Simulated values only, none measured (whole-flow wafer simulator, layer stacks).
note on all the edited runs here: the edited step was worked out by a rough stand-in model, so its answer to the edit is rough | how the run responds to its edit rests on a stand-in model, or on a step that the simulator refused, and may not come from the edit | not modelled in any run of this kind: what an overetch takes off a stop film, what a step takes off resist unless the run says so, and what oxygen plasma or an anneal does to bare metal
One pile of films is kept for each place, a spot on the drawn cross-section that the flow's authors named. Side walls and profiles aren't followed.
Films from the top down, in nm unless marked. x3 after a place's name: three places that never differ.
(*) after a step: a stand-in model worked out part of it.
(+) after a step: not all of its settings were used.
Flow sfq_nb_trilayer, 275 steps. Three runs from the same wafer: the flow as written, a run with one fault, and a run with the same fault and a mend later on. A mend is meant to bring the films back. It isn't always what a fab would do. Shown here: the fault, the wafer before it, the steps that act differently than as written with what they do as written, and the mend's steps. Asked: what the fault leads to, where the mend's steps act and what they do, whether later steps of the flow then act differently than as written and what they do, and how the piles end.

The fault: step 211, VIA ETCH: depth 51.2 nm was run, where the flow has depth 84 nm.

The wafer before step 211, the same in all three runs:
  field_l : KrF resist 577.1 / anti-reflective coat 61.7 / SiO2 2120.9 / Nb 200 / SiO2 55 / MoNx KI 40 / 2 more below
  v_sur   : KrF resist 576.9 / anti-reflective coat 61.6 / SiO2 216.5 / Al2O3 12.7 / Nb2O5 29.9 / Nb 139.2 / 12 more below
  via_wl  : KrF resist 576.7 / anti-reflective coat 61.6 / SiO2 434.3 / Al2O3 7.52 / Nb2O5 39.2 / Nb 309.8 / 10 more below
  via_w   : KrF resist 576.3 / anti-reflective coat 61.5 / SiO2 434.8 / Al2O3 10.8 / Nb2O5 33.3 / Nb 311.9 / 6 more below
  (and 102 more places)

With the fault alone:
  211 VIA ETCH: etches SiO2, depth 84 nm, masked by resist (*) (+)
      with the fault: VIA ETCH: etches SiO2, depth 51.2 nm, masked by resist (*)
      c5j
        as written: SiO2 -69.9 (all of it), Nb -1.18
        with the fault: SiO2 -51.2
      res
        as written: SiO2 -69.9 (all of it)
        with the fault: SiO2 -51.2
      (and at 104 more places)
  Later steps of the flow that act differently than as written (5 more steps differ only slightly, by at most 2% or 0.5 nm, whichever is larger, and aren't shown):
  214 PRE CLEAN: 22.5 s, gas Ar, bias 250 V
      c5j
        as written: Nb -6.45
        with the fault: SiO2 -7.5
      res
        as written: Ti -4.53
        with the fault: SiO2 -7.5
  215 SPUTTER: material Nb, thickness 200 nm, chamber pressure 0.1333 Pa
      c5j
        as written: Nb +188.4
        with the fault: Nb +194 (new film)
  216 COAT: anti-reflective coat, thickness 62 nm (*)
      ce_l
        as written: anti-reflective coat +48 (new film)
        with the fault: anti-reflective coat +52.9 (new film)
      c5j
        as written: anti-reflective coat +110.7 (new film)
        with the fault: anti-reflective coat +97.4 (new film)
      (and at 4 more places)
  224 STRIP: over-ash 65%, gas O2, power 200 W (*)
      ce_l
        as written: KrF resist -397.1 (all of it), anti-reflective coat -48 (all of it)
        with the fault: KrF resist -394.1 (all of it), anti-reflective coat -52.9 (all of it)
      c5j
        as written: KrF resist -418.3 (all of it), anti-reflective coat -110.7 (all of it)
        with the fault: KrF resist -409.5 (all of it), anti-reflective coat -97.4 (all of it)
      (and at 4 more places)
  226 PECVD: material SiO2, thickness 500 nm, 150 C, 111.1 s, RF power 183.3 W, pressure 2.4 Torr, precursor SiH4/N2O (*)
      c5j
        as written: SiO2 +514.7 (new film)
        with the fault: SiO2 +500 (new film)
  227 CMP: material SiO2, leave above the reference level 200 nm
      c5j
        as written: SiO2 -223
        with the fault: SiO2 -232.7
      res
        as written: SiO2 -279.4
        with the fault: SiO2 -298.1
  At the end the piles differ from the flow's by more than 2% or 0.5 nm, whichever is larger, at c5j, res.
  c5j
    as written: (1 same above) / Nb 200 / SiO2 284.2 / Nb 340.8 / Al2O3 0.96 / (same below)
    with the fault: (1 same above) / Nb 200 / SiO2 259.8 / Nb 194 / SiO2 11.2 / Nb 160 / Al2O3 0.96 / (same below)
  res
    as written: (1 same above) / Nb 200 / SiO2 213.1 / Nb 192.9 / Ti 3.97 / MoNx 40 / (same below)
    with the fault: (1 same above) / Nb 200 / SiO2 194.4 / Nb 196 / SiO2 11.2 / Ti 8.5 / MoNx 40 / (same below)

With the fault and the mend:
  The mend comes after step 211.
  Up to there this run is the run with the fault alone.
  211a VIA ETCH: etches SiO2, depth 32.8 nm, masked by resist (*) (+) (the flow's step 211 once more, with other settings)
      field_l, v_sur, via_wl and 101 more
        KrF resist -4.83
      c5j
        SiO2 -18.7 (all of it), Nb -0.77
      res
        SiO2 -18.7 (all of it)
  No later step of the flow acts differently than as written, at any place that is followed, by more than 2% or 0.5 nm, whichever is larger.
  At the end the piles differ from the flow's only slightly at the places that both follow, by at most 2% or 0.5 nm, whichever is larger.
